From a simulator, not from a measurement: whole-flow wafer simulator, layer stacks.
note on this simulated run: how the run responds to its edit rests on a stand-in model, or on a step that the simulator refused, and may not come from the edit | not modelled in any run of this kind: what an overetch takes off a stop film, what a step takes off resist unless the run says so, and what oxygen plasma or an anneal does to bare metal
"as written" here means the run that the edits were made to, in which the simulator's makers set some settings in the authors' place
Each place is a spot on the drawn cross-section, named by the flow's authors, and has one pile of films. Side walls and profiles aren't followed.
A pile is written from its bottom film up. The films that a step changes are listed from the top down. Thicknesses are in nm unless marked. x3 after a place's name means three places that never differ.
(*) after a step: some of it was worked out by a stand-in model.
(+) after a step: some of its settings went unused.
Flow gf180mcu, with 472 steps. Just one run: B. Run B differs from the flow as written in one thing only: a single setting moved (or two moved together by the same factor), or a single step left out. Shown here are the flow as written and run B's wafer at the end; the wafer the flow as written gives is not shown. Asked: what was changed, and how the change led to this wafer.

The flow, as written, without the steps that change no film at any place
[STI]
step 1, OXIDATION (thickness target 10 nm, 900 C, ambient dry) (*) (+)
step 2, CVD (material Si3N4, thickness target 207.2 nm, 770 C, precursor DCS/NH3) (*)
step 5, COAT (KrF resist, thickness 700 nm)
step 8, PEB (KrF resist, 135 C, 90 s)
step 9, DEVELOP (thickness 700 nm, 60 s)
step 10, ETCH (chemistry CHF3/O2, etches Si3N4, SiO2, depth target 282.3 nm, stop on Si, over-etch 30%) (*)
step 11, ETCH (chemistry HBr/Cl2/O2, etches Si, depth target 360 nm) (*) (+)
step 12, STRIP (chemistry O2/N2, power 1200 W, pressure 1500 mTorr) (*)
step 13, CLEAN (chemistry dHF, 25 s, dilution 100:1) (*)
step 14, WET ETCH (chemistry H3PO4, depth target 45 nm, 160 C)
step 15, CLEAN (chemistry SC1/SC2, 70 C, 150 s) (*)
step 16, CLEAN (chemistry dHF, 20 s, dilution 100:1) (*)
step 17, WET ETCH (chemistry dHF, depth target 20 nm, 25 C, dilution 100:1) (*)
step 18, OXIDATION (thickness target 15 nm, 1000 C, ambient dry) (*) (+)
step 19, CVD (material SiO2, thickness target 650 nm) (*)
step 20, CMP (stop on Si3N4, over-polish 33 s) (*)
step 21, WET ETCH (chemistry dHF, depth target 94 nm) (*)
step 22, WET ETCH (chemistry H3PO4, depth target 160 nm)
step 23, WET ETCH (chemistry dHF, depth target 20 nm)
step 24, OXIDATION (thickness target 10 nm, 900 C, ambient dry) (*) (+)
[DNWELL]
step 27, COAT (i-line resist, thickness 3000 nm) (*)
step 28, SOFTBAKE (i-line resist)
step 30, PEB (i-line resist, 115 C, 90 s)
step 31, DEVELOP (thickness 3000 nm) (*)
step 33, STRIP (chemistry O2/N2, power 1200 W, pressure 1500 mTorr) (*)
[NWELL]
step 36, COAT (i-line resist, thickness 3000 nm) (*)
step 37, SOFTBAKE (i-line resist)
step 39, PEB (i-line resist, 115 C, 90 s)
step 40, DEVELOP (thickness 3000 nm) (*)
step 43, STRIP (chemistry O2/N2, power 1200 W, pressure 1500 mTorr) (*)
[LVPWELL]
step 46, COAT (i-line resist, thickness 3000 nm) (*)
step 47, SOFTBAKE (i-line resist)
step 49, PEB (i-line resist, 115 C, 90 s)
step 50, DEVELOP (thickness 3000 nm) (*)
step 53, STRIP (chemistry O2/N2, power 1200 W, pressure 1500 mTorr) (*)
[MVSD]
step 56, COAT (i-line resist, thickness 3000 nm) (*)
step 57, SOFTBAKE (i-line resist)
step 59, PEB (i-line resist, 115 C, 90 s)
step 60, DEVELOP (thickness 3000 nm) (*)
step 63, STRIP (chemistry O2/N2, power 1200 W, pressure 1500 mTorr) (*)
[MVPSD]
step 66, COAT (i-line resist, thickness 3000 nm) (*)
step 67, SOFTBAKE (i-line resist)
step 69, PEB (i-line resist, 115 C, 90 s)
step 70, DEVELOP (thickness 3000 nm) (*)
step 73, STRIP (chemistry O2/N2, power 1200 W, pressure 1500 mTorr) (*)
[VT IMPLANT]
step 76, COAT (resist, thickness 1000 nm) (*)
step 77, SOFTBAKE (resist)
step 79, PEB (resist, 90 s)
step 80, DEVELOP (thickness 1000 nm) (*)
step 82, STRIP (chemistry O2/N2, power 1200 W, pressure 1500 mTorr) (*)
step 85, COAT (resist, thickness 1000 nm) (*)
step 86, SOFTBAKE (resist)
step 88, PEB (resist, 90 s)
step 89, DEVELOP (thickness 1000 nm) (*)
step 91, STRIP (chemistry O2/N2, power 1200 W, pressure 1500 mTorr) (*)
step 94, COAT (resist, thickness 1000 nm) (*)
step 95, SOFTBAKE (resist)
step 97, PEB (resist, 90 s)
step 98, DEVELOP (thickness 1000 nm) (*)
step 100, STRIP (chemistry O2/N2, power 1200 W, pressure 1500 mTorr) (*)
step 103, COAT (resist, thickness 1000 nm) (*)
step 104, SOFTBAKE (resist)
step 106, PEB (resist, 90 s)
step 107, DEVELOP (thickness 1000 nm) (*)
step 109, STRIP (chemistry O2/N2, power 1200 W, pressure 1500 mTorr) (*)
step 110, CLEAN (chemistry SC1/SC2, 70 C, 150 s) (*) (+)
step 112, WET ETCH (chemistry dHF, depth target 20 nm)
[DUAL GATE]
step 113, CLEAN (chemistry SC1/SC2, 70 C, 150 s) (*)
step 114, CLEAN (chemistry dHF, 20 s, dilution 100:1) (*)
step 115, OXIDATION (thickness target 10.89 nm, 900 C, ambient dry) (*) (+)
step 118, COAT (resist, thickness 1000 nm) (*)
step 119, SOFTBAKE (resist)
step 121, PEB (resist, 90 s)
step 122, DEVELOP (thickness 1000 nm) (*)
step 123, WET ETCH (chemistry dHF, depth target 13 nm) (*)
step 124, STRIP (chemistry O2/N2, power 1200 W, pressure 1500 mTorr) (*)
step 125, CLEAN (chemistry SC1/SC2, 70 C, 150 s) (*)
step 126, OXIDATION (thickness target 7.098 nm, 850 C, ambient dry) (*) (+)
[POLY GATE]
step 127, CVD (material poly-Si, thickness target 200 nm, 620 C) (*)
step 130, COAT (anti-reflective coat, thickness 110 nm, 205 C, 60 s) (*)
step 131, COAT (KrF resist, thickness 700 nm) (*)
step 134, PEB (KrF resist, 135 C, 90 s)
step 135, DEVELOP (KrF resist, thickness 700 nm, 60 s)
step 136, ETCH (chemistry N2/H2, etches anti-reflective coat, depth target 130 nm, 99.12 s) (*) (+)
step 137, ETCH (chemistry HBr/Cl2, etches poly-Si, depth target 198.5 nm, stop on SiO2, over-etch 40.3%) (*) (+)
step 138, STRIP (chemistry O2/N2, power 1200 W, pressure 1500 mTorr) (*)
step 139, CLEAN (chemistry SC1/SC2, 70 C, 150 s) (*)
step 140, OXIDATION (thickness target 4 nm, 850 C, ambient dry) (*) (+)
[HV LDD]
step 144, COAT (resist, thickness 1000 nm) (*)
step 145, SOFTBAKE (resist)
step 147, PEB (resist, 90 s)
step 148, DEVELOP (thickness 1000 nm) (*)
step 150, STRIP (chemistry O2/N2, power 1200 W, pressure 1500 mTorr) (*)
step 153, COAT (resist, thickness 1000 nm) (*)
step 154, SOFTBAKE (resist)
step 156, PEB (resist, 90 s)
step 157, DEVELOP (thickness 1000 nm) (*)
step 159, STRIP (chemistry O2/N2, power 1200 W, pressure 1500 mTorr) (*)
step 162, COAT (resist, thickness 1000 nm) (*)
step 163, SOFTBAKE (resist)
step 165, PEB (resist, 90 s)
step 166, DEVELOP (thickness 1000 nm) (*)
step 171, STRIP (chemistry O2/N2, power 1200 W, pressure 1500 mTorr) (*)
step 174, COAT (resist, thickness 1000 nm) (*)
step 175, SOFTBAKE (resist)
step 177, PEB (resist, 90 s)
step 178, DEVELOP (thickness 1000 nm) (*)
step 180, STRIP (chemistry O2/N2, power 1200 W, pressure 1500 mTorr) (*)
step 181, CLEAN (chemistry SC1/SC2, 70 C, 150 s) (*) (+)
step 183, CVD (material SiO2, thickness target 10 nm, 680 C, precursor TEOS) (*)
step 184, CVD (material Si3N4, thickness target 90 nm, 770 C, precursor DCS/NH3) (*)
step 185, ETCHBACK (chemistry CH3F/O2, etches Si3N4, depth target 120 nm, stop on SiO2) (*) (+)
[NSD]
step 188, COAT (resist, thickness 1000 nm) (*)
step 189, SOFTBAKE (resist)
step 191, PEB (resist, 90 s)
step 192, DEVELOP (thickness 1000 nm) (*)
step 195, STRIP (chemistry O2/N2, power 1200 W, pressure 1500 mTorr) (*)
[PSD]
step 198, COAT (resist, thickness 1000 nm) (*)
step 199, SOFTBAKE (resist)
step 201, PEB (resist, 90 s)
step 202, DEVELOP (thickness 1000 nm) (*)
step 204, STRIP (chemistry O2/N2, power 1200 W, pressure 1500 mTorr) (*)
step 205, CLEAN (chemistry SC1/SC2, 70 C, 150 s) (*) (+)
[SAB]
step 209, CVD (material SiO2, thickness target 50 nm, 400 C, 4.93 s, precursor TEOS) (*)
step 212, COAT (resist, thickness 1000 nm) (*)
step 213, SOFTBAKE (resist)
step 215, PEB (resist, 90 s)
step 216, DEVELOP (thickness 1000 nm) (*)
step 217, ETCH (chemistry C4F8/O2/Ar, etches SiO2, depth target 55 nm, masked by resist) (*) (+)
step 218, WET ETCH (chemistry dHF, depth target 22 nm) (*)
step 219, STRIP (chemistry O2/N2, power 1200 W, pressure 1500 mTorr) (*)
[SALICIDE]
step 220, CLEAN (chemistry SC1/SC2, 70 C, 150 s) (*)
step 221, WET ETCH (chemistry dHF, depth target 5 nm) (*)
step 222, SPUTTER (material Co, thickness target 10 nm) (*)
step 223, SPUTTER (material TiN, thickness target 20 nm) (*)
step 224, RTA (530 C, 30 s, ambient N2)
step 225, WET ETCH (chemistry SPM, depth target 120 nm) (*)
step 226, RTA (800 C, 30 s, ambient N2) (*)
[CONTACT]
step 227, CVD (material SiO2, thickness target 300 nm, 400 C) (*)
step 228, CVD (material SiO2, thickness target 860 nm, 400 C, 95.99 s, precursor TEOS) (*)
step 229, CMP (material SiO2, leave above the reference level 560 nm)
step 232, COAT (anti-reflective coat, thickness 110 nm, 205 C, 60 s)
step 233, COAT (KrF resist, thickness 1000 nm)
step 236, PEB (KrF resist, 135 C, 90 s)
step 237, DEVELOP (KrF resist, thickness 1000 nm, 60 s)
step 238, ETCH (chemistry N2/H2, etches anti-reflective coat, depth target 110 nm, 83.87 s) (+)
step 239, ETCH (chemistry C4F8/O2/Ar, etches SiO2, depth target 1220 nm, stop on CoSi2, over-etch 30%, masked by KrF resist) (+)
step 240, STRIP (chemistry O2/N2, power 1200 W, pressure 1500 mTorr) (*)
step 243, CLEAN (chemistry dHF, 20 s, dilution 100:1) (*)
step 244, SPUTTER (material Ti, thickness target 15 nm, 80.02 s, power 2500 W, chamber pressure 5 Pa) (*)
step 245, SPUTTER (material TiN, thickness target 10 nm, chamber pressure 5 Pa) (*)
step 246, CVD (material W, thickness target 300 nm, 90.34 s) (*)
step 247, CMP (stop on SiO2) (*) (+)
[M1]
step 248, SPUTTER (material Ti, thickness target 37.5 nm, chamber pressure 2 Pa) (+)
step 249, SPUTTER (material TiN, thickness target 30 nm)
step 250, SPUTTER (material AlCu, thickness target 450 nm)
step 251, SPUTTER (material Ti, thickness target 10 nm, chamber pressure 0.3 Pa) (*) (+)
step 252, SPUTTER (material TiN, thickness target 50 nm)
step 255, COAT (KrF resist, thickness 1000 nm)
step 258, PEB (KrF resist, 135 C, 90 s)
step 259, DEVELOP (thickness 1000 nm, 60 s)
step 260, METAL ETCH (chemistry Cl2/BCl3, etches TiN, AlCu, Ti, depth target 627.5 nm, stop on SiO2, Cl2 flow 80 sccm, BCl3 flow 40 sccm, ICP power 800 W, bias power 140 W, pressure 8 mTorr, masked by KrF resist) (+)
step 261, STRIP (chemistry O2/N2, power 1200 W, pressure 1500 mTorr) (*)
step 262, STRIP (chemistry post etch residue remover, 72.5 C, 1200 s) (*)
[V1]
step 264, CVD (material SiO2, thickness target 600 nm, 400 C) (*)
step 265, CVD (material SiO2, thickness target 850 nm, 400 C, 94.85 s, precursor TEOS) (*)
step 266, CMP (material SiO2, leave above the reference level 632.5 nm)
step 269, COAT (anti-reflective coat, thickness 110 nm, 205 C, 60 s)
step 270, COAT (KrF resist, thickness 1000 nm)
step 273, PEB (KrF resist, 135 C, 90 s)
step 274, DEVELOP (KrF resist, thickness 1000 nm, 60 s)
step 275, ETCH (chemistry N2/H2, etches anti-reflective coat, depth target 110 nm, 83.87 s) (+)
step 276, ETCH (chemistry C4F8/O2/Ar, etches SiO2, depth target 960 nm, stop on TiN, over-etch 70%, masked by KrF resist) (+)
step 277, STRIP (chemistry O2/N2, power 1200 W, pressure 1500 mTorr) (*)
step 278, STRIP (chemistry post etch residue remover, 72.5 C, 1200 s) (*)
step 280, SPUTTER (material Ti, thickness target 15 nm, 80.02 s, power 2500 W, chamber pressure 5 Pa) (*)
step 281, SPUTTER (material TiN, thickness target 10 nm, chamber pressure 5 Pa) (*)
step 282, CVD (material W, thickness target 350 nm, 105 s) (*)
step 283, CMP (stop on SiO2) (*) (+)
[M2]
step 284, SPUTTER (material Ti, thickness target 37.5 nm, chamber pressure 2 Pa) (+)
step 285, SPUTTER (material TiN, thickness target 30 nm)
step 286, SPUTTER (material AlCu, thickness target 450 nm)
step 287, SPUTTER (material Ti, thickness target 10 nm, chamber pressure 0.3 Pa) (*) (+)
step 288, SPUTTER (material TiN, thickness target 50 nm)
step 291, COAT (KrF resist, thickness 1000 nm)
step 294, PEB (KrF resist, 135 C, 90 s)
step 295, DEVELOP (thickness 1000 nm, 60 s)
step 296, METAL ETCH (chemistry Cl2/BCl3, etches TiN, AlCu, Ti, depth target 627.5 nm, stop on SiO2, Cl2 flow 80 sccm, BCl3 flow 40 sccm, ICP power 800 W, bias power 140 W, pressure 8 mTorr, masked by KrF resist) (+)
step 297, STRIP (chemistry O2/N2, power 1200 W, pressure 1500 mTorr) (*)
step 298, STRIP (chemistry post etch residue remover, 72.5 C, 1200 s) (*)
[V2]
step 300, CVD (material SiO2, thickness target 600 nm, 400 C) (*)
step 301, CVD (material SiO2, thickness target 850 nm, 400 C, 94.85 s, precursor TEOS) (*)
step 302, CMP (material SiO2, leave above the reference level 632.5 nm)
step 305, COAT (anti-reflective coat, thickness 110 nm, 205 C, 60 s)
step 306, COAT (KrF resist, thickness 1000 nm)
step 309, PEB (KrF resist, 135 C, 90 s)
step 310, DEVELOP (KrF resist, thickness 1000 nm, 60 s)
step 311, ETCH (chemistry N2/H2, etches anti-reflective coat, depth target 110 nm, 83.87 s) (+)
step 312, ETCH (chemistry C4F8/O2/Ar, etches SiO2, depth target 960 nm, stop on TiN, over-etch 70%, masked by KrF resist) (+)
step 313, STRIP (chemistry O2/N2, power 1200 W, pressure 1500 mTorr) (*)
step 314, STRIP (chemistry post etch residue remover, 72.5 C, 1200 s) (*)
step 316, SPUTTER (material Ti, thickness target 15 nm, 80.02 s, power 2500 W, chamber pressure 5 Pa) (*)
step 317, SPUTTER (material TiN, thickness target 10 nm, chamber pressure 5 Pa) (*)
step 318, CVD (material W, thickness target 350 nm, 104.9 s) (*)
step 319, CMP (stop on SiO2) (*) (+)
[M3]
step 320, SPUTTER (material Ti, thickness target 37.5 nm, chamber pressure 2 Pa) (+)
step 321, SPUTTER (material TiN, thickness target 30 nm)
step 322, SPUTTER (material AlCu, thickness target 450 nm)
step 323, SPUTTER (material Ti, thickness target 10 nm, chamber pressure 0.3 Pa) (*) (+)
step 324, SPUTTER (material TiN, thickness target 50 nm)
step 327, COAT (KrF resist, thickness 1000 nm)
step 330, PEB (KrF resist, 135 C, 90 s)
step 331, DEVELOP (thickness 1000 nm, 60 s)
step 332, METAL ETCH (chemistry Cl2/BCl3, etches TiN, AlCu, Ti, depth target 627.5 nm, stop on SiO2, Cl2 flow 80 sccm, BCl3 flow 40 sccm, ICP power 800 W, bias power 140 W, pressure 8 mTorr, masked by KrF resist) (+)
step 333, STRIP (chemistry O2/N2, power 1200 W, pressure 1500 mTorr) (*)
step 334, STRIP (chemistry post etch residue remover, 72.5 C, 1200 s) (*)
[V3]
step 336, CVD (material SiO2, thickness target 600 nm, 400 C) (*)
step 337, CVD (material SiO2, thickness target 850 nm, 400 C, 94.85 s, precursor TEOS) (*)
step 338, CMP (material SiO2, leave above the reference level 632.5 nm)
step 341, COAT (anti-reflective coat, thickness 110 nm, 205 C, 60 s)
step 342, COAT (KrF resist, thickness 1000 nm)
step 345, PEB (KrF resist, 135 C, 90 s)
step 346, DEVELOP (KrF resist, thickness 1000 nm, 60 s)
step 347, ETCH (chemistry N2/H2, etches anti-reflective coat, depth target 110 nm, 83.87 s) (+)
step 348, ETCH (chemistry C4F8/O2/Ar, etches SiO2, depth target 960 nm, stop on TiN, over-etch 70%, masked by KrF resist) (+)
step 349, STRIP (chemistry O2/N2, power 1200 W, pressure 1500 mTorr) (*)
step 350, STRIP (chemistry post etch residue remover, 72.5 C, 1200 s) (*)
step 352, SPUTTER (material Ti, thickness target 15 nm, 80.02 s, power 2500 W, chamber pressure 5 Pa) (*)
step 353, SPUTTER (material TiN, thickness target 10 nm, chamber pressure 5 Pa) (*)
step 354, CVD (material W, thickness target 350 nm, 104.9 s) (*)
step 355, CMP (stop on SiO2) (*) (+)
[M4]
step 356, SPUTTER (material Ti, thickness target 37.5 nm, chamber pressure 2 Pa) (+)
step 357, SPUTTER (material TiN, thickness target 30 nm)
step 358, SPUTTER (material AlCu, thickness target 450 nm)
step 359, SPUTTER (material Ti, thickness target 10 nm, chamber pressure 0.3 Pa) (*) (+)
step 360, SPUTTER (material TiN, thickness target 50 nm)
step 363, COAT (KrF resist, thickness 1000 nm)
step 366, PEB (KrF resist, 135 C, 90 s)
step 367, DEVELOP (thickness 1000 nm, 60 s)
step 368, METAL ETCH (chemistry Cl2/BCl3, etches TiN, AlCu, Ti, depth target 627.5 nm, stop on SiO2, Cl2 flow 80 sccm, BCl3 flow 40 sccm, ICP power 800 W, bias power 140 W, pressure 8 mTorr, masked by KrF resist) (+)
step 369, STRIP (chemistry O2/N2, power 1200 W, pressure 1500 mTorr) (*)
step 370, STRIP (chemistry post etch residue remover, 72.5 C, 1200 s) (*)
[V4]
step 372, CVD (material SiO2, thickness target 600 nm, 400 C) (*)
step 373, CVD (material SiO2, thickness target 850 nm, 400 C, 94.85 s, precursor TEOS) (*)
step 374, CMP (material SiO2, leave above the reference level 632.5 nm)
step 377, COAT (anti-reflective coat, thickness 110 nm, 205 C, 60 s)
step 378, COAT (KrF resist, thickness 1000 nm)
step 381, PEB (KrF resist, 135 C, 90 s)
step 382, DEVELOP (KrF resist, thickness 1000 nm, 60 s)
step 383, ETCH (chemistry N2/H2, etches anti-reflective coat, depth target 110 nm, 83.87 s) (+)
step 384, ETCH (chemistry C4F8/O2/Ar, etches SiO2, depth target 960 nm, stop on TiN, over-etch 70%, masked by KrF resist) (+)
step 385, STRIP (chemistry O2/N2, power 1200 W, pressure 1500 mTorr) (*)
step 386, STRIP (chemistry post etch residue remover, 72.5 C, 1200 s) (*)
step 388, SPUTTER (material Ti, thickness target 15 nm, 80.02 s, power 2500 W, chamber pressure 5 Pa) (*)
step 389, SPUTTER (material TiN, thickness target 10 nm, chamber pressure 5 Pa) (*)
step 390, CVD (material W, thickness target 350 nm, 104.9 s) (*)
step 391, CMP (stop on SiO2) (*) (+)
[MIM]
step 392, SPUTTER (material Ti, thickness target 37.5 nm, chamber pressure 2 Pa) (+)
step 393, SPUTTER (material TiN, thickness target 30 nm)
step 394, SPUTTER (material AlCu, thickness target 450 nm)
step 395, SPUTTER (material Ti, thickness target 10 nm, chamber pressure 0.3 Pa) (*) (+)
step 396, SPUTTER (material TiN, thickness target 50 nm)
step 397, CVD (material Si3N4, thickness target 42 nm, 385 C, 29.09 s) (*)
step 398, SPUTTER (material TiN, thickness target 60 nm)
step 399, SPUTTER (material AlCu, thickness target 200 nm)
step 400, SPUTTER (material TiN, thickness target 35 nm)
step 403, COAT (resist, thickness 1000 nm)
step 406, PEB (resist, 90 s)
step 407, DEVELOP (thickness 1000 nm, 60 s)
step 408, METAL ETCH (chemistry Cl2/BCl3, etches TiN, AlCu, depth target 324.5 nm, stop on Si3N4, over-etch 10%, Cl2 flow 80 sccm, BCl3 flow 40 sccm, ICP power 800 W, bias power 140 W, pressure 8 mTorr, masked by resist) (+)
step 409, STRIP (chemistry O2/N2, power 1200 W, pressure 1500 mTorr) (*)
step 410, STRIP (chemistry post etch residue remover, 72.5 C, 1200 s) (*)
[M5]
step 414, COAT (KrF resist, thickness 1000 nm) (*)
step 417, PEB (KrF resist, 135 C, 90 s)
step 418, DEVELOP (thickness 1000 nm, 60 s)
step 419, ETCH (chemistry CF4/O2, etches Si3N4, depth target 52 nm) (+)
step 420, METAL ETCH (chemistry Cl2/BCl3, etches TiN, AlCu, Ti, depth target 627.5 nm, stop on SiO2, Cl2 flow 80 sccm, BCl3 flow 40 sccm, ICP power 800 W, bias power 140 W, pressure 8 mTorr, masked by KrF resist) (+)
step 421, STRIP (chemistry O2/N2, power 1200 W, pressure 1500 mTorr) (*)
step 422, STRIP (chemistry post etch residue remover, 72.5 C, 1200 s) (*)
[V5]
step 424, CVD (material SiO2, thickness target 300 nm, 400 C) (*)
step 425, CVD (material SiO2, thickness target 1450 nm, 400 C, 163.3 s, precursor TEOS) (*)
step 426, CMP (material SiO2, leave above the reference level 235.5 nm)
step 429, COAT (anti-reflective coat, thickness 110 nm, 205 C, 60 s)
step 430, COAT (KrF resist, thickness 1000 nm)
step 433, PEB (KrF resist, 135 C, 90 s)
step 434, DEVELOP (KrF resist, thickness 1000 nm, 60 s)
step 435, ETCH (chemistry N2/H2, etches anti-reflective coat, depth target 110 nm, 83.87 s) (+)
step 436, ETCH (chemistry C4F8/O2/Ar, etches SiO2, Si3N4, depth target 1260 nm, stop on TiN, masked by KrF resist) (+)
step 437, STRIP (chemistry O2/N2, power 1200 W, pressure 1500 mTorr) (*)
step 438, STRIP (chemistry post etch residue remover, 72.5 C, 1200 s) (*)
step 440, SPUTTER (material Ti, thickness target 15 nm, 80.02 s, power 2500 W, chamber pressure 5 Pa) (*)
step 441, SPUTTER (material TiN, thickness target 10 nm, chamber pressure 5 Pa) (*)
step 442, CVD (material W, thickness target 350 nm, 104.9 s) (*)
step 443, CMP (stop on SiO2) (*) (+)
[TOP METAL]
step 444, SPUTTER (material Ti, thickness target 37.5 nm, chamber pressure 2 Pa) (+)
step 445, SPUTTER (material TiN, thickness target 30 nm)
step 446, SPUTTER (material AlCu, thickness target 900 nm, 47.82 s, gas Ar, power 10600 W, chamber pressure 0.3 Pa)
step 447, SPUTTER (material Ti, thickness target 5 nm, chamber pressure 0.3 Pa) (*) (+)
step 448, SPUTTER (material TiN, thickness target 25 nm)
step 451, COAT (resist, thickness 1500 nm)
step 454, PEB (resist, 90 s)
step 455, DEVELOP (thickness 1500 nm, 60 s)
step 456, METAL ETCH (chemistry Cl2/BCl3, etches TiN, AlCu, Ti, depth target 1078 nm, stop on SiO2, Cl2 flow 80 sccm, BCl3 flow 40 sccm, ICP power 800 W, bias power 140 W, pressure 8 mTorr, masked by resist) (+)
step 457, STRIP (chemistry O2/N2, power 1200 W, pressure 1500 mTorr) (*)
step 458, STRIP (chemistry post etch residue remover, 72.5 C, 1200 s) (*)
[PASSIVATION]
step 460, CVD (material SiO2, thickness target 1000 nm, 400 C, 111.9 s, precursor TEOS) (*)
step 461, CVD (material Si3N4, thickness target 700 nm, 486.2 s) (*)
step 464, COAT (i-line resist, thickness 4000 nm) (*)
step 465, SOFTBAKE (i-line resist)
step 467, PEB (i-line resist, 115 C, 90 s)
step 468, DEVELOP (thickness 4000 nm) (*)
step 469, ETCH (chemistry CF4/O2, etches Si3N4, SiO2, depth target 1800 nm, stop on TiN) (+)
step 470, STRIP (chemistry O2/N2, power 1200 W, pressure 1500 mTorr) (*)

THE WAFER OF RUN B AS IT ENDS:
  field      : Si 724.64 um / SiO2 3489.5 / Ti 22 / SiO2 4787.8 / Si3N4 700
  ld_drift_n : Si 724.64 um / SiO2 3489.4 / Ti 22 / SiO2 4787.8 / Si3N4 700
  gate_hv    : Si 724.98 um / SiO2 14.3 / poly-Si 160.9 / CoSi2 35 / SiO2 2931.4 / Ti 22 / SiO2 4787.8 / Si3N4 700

The reason: step 322, SPUTTER: thickness target 522 nm was run, while the flow as written has thickness target 450 nm.

How this came from the change, step by step:
  step 322, SPUTTER (material AlCu, thickness target 450 nm)
      field, field__w1, field__w2 and 108 more: AlCu gains 522 (new film) (as written it would have been: AlCu gains 450 (new film))
  step 332, METAL ETCH (chemistry Cl2/BCl3, etches TiN, AlCu, Ti, depth target 627.5 nm, stop on SiO2, Cl2 flow 80 sccm, BCl3 flow 40 sccm, ICP power 800 W, bias power 140 W, pressure 8 mTorr, masked by KrF resist) (+)
      field, field__w1, field__w2 and 103 more: TiN loses 50 (all of it), Ti loses 10 (all of it), AlCu loses 522 (all of it), TiN loses 30 (all of it), Ti loses 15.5 (as written it would have been: TiN loses 50 (all of it), Ti loses 10 (all of it), AlCu loses 450 (all of it), TiN loses 30 (all of it), Ti loses 37.5 (all of it))
  step 336, CVD (material SiO2, thickness target 600 nm, 400 C) (*)
      field, field__w1, field__w2 and 103 more: SiO2 gains 600 (new film) (as written it would have been: SiO2 gains 600)
  step 338, CMP (material SiO2, leave above the reference level 632.5 nm)
      field, field__w1, field__w2 and 103 more: SiO2 loses 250 (as written it would have been: SiO2 loses 300)
Taking metal films that touch as one body, field has 1 body; the flow as written gives 0 bodies.
Taking metal films that touch as one body, ld_drift_n has 1 body; the flow as written gives 0 bodies.
Taking metal films that touch as one body, gate_hv has 2 bodies (between them, from the top down: SiO2 2931.4); the flow as written gives 1 body.
